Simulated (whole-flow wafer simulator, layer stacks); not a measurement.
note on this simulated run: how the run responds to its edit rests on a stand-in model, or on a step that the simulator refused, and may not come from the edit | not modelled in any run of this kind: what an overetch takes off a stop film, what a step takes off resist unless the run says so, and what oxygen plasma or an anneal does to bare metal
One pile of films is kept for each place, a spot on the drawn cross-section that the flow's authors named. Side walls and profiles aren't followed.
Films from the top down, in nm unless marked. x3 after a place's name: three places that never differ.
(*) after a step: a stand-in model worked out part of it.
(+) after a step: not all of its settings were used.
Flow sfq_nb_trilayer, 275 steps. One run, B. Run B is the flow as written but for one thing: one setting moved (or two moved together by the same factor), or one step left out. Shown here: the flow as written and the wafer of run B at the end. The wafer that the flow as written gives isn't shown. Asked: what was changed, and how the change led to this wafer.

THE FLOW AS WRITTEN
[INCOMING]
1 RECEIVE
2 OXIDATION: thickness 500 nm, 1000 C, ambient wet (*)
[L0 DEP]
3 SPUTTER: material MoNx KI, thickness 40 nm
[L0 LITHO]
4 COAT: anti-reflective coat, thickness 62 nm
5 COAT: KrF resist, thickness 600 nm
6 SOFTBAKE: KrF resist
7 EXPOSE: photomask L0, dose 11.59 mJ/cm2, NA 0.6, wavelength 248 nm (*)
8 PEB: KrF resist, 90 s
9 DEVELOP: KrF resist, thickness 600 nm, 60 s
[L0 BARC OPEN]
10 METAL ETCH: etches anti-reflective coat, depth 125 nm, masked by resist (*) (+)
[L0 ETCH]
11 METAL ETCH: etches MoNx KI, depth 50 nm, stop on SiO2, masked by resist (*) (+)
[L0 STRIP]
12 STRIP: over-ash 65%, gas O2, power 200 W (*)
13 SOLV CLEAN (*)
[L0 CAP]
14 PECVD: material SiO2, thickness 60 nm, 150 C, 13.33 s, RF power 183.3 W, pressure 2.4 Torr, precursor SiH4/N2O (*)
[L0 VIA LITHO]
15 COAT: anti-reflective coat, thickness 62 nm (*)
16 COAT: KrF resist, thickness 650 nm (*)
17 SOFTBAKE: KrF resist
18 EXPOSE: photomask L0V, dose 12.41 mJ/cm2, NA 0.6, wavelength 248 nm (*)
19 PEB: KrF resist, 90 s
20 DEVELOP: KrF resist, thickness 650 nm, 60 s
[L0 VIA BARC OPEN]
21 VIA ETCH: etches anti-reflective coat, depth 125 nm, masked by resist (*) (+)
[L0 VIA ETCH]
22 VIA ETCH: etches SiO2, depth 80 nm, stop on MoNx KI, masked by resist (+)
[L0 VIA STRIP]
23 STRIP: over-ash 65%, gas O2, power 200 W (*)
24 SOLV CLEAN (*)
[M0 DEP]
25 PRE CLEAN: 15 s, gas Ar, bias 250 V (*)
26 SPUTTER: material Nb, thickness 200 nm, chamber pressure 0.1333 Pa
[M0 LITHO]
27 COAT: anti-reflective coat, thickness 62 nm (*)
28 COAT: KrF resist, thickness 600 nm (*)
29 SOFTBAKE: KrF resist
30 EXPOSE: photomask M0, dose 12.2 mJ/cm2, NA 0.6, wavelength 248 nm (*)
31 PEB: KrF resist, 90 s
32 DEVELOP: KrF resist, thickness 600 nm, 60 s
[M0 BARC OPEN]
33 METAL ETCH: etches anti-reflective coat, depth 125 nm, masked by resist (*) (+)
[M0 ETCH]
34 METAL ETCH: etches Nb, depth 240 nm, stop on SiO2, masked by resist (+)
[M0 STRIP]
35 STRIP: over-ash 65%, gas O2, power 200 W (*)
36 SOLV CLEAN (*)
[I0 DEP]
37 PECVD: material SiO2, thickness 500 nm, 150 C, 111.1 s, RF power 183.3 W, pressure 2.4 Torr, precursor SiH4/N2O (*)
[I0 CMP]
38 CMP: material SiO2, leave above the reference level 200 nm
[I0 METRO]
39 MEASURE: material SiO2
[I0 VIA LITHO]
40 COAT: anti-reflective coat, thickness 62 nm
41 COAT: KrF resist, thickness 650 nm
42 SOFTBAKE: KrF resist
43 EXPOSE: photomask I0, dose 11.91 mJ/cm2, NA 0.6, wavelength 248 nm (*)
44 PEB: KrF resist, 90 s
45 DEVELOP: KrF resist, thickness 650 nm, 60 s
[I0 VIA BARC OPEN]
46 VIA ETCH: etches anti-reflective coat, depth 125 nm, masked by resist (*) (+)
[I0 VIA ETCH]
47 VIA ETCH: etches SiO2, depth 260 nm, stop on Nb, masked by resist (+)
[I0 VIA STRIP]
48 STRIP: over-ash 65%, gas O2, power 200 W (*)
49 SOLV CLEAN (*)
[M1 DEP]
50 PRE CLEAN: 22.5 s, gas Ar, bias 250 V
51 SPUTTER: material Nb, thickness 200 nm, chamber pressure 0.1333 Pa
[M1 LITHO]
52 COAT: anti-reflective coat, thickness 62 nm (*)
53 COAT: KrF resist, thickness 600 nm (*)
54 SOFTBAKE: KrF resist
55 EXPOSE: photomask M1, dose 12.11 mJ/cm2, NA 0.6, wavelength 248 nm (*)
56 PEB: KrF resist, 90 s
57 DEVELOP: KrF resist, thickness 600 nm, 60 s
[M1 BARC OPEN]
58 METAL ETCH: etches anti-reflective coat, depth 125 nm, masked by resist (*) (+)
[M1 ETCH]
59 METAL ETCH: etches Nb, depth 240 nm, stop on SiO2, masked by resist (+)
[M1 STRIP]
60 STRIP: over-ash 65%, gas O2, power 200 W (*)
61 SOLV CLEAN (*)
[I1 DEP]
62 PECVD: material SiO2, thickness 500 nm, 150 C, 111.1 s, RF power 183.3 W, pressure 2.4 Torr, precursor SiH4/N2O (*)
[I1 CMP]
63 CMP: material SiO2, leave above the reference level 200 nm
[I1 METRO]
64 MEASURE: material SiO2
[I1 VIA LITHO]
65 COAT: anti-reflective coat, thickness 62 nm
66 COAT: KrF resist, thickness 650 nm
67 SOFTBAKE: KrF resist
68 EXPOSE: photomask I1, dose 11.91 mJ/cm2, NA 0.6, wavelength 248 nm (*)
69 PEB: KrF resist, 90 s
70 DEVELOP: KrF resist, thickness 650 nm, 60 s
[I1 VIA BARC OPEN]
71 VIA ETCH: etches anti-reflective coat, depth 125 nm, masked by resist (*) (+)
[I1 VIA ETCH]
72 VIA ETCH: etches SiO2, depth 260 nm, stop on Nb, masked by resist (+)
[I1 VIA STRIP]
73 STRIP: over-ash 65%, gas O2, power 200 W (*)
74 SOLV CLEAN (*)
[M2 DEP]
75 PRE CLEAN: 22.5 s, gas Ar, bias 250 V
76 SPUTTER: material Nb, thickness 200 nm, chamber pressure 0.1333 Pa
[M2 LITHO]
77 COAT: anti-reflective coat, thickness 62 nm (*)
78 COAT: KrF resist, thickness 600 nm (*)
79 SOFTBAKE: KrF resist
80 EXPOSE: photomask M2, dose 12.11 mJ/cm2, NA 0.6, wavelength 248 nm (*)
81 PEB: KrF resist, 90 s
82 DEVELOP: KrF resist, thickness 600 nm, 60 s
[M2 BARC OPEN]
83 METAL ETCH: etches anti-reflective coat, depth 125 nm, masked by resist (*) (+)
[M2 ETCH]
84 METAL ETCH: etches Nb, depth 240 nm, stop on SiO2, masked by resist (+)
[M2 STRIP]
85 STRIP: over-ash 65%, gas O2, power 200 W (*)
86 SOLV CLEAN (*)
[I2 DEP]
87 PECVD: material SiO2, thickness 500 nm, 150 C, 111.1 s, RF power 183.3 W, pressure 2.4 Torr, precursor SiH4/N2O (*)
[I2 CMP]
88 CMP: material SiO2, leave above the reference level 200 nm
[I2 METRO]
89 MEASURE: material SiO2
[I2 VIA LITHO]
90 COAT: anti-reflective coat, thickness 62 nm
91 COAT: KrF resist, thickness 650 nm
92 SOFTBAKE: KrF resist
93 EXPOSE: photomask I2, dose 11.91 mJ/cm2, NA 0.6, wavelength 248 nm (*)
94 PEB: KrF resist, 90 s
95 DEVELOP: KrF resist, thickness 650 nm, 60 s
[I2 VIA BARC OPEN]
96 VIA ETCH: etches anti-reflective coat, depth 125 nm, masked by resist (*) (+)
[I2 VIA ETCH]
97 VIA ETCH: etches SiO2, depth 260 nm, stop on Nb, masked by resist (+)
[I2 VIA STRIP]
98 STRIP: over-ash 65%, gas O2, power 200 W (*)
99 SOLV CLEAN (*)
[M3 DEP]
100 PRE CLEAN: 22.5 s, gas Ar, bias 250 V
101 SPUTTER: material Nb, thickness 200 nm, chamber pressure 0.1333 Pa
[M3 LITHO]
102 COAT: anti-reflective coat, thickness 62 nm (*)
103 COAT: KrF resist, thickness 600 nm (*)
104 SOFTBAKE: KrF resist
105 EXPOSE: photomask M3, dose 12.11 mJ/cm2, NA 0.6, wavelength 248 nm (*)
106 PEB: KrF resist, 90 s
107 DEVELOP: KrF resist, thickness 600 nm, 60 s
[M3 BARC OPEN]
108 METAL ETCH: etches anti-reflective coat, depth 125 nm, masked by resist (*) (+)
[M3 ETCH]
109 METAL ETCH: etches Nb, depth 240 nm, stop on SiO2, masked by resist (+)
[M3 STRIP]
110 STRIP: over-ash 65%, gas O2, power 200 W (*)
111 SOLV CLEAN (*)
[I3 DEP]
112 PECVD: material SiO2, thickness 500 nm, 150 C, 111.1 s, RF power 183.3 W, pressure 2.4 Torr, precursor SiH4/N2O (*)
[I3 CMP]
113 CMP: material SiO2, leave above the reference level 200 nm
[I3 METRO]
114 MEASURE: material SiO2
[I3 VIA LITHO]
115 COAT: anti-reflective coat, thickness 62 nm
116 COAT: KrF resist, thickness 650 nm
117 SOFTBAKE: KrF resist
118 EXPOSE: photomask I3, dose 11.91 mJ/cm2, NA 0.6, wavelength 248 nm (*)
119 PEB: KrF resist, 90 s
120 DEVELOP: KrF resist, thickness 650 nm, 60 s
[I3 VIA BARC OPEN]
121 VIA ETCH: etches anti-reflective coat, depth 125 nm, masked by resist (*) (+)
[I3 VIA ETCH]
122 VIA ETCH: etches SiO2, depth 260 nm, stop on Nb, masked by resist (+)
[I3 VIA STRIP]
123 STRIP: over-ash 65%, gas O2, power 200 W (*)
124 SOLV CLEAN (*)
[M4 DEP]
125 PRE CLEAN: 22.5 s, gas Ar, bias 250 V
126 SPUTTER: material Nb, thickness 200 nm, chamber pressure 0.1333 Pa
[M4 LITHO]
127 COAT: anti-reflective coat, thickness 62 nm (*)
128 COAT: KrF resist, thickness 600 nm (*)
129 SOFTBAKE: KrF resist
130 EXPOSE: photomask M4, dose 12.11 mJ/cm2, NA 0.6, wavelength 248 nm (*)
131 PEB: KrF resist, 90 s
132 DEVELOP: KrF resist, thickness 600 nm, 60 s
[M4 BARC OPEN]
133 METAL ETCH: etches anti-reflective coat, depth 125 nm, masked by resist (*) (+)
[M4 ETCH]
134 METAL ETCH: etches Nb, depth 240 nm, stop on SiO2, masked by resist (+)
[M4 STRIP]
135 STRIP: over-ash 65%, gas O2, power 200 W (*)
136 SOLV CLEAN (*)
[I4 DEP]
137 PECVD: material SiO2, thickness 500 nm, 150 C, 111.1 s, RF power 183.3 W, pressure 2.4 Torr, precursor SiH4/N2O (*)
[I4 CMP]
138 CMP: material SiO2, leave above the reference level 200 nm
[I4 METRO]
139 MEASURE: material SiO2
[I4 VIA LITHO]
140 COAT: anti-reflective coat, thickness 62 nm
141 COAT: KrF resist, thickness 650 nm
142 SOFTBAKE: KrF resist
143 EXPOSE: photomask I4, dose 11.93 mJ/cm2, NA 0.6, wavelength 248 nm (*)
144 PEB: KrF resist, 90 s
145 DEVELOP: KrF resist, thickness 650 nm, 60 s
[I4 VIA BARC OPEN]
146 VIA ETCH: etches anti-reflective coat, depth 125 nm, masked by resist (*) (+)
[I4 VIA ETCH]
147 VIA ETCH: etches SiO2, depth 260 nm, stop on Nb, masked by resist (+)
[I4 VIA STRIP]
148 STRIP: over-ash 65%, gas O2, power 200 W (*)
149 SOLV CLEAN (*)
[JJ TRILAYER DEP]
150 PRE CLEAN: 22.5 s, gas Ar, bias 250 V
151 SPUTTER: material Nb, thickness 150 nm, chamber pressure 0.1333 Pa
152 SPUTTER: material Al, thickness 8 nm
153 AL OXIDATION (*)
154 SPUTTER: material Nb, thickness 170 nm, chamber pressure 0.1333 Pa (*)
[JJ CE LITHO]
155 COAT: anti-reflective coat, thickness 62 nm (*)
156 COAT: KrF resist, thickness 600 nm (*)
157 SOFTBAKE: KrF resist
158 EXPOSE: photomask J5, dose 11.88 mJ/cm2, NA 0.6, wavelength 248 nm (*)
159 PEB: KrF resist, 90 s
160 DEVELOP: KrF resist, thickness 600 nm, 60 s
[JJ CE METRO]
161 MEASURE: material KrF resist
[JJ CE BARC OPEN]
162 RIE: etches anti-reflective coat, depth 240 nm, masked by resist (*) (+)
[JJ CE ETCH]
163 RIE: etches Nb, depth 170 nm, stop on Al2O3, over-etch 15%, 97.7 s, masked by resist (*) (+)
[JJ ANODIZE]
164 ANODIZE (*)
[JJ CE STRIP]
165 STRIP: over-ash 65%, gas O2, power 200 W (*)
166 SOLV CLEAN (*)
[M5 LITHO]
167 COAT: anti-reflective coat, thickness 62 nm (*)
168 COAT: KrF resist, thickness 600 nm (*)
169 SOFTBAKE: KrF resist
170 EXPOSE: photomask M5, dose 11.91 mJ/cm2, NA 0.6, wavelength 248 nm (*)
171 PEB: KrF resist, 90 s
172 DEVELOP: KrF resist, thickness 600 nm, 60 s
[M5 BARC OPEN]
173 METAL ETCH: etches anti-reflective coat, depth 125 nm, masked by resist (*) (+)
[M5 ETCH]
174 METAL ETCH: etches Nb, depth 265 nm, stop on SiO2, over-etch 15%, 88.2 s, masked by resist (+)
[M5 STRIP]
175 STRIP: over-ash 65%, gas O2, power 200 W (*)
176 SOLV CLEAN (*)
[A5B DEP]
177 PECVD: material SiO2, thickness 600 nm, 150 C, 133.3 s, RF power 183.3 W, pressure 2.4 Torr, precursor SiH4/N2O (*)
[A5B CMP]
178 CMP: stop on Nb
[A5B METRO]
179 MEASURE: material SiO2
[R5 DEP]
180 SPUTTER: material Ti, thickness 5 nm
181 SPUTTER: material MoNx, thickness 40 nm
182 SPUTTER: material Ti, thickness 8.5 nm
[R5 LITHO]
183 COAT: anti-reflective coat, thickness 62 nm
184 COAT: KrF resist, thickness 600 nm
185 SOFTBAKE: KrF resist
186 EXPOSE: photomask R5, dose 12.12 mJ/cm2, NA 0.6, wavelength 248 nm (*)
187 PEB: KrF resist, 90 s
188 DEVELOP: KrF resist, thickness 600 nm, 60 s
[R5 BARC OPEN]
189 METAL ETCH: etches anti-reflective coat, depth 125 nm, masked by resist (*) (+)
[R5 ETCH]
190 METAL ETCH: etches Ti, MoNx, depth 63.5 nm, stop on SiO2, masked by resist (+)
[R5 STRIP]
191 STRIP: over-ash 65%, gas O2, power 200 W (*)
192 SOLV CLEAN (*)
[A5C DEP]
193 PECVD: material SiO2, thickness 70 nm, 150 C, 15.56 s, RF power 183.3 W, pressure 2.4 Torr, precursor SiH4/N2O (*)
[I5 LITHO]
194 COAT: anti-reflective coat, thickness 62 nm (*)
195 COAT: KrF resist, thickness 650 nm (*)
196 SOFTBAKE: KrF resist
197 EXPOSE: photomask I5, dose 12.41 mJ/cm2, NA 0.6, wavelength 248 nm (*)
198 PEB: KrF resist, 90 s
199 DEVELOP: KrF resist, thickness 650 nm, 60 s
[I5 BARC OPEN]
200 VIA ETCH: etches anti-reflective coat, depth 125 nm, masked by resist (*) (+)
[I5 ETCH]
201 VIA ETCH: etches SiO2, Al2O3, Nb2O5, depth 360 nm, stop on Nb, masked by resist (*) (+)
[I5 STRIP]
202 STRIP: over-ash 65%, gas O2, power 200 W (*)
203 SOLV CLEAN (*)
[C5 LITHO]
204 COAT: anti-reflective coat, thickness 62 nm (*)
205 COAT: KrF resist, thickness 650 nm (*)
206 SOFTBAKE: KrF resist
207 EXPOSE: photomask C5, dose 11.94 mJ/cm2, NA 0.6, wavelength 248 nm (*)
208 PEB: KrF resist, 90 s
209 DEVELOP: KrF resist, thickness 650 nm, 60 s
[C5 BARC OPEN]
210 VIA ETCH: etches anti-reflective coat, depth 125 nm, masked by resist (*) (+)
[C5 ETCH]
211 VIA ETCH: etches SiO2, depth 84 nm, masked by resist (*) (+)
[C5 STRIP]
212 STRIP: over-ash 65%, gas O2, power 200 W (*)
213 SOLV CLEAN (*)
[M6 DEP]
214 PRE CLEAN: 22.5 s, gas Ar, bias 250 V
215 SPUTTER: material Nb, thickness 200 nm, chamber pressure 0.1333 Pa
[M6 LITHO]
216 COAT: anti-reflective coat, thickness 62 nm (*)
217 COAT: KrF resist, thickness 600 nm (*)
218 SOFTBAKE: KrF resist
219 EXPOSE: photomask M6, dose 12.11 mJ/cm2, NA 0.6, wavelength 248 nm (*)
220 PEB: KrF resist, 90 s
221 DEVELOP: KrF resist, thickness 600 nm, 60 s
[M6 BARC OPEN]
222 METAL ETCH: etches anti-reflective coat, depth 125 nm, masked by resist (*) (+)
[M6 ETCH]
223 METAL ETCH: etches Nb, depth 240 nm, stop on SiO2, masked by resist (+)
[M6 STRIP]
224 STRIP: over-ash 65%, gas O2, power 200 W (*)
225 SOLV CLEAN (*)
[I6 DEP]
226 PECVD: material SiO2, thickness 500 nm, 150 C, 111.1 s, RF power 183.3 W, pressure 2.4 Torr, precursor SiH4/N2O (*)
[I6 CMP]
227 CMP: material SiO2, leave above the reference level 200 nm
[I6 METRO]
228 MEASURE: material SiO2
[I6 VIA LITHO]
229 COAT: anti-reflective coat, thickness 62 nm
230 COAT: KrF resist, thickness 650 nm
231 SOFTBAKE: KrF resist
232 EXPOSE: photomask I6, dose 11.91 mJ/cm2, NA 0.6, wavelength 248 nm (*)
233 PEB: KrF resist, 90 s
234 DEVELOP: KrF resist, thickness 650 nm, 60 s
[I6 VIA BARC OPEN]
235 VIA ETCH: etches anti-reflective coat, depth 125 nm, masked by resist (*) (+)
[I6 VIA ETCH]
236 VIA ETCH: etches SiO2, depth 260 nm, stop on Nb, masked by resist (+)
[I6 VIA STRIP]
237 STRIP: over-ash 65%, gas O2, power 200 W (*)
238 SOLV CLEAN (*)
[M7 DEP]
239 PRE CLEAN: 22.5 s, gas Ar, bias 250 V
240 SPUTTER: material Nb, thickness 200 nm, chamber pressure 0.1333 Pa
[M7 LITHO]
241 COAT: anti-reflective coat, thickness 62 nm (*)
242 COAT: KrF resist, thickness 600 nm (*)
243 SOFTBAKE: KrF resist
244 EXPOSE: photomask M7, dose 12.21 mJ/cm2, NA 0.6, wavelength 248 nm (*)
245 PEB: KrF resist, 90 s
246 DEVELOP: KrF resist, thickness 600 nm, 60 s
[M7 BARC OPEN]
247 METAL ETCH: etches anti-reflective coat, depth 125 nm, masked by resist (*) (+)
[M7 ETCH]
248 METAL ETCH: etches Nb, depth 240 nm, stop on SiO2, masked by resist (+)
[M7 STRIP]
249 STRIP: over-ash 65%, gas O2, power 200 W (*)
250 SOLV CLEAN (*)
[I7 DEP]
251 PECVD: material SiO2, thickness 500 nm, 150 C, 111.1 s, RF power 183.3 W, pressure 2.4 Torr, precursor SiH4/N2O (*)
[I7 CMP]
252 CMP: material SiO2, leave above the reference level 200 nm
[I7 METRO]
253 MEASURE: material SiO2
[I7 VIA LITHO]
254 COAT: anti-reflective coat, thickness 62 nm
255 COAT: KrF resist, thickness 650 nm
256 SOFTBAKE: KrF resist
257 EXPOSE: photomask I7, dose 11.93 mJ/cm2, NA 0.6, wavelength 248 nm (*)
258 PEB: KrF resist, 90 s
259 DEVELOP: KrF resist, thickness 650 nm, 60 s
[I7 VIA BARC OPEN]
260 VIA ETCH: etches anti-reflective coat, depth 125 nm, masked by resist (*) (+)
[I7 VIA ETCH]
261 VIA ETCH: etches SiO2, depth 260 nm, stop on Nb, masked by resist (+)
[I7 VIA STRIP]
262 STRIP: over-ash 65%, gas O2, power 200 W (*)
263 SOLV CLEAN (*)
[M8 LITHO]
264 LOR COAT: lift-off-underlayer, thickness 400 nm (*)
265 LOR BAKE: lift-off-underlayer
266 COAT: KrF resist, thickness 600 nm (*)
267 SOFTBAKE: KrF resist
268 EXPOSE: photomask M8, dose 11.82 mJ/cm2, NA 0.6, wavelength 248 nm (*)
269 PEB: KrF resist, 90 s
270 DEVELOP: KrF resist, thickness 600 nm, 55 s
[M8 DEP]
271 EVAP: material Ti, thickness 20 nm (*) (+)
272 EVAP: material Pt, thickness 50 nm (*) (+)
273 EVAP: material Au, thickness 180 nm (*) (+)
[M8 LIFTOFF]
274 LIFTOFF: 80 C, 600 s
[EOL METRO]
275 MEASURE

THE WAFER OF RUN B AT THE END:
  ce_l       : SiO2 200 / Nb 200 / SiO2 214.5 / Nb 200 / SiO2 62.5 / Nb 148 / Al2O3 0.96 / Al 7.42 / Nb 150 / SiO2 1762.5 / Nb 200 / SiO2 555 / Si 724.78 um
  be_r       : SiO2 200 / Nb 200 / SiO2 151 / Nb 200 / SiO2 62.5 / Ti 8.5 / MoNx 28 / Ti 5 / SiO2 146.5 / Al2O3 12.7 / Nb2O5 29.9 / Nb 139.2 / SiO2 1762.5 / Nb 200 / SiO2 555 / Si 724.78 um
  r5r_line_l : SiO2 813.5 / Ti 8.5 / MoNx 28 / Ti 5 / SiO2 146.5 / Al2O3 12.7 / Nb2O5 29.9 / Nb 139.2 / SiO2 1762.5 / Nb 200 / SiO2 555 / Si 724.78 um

The cause: step 181, SPUTTER: thickness 28 nm was run, where the flow has thickness 40 nm.
It can be read off the wafer: be_r has MoNx 28, and step 181 as written asks for 40 nm.

How the change led to this, step by step:
  181 SPUTTER: material MoNx, thickness 40 nm
      field_l, v_sur, via_wl and 103 more: MoNx +28 (new film) (as written it would be: MoNx +40 (new film))
  190 METAL ETCH: etches Ti, MoNx, depth 63.5 nm, stop on SiO2, masked by resist (+)
      field_l, v_sur, via_wl and 92 more: Ti -8.5 (all of it), MoNx -28 (all of it), Ti -5 (all of it) (as written it would be: Ti -8.5 (all of it), MoNx -40 (all of it), Ti -5 (all of it))
      ce_l, c5j, ce_r, wl_jj: Ti -8.5 (all of it), MoNx -28 (all of it), Ti -5 (all of it), Nb -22 (as written it would be: Ti -8.5 (all of it), MoNx -40 (all of it), Ti -5 (all of it), Nb -10)
  194 COAT: anti-reflective coat, thickness 62 nm (*)
      wl_j_sl, wl_j_sr: anti-reflective coat +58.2 (new film) (as written it would be: anti-reflective coat +60.2 (new film))
      r5r_spacepad_l, r5r_spacepad_r: anti-reflective coat +79.2 (new film) (as written it would be: anti-reflective coat +84.4 (new film))
      (and at 12 more places)
  202 STRIP: over-ash 65%, gas O2, power 200 W (*)
      wl_j_sl, wl_j_sr: KrF resist -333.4 (all of it), anti-reflective coat -58.2 (all of it) (as written it would be: KrF resist -333.3 (all of it), anti-reflective coat -60.2 (all of it))
      r5r_spacepad_l, r5r_spacepad_r: KrF resist -335.2 (all of it), anti-reflective coat -79.2 (all of it) (as written it would be: KrF resist -335.6 (all of it), anti-reflective coat -84.4 (all of it))
      (and at 12 more places)
  204 COAT: anti-reflective coat, thickness 62 nm (*)
      wl_j_sl, wl_j_sr: anti-reflective coat +58.2 (new film) (as written it would be: anti-reflective coat +60.2 (new film))
      r5r_spacepad_l, r5r_spacepad_r: anti-reflective coat +79.2 (new film) (as written it would be: anti-reflective coat +84.4 (new film))
      (and at 12 more places)
  210 VIA ETCH: etches anti-reflective coat, depth 125 nm, masked by resist (*) (+)
      c5j: anti-reflective coat -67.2 (all of it), SiO2 -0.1 (as written it would be: anti-reflective coat -63.9 (all of it), SiO2 -0.11)
  212 STRIP: over-ash 65%, gas O2, power 200 W (*)
      wl_j_sl, wl_j_sr: KrF resist -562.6 (all of it), anti-reflective coat -58.2 (all of it) (as written it would be: KrF resist -563.4 (all of it), anti-reflective coat -60.2 (all of it))
      r5r_spacepad_l, r5r_spacepad_r: KrF resist -564.4 (all of it), anti-reflective coat -79.2 (all of it) (as written it would be: KrF resist -565.8 (all of it), anti-reflective coat -84.4 (all of it))
      (and at 11 more places)
  216 COAT: anti-reflective coat, thickness 62 nm (*)
      r5r_line_l, r5r_line_c, r5r_line_r: anti-reflective coat +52 (new film) (as written it would be: anti-reflective coat +50 (new film))
      wl_j_sl, wl_j_sr: anti-reflective coat +58.3 (new film) (as written it would be: anti-reflective coat +60.2 (new film))
      (and at 11 more places)
  222 METAL ETCH: etches anti-reflective coat, depth 125 nm, masked by resist (*) (+)
      r5r_line_l, r5r_line_c, r5r_line_r: anti-reflective coat -52 (all of it) (as written it would be: anti-reflective coat -50 (all of it))
      r5r_spacepad_l, r5r_spacepad_r: anti-reflective coat -79.9 (all of it) (as written it would be: anti-reflective coat -85.7 (all of it))
      (and at 1 more place)
  224 STRIP: over-ash 65%, gas O2, power 200 W (*)
      wl_j_sl, wl_j_sr: KrF resist -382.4 (all of it), anti-reflective coat -58.3 (all of it) (as written it would be: KrF resist -382.5 (all of it), anti-reflective coat -60.2 (all of it))
      jj_sur: KrF resist -377.8 (all of it), anti-reflective coat -53.9 (all of it) (as written it would be: KrF resist -378.5 (all of it), anti-reflective coat -56.1 (all of it))
      (and at 7 more places)
  226 PECVD: material SiO2, thickness 500 nm, 150 C, 111.1 s, RF power 183.3 W, pressure 2.4 Torr, precursor SiH4/N2O (*)
      r5r_spacepad_l, r5r_spacepad_r: SiO2 +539 (as written it would be: SiO2 +553.5)
  227 CMP: material SiO2, leave above the reference level 200 nm
      ce_l, ce_r, wl_jj: SiO2 -278 (as written it would be: SiO2 -290)
      be_r, r_sur, r_end: SiO2 -341.5 (as written it would be: SiO2 -353.5)
      (and at 7 more places)
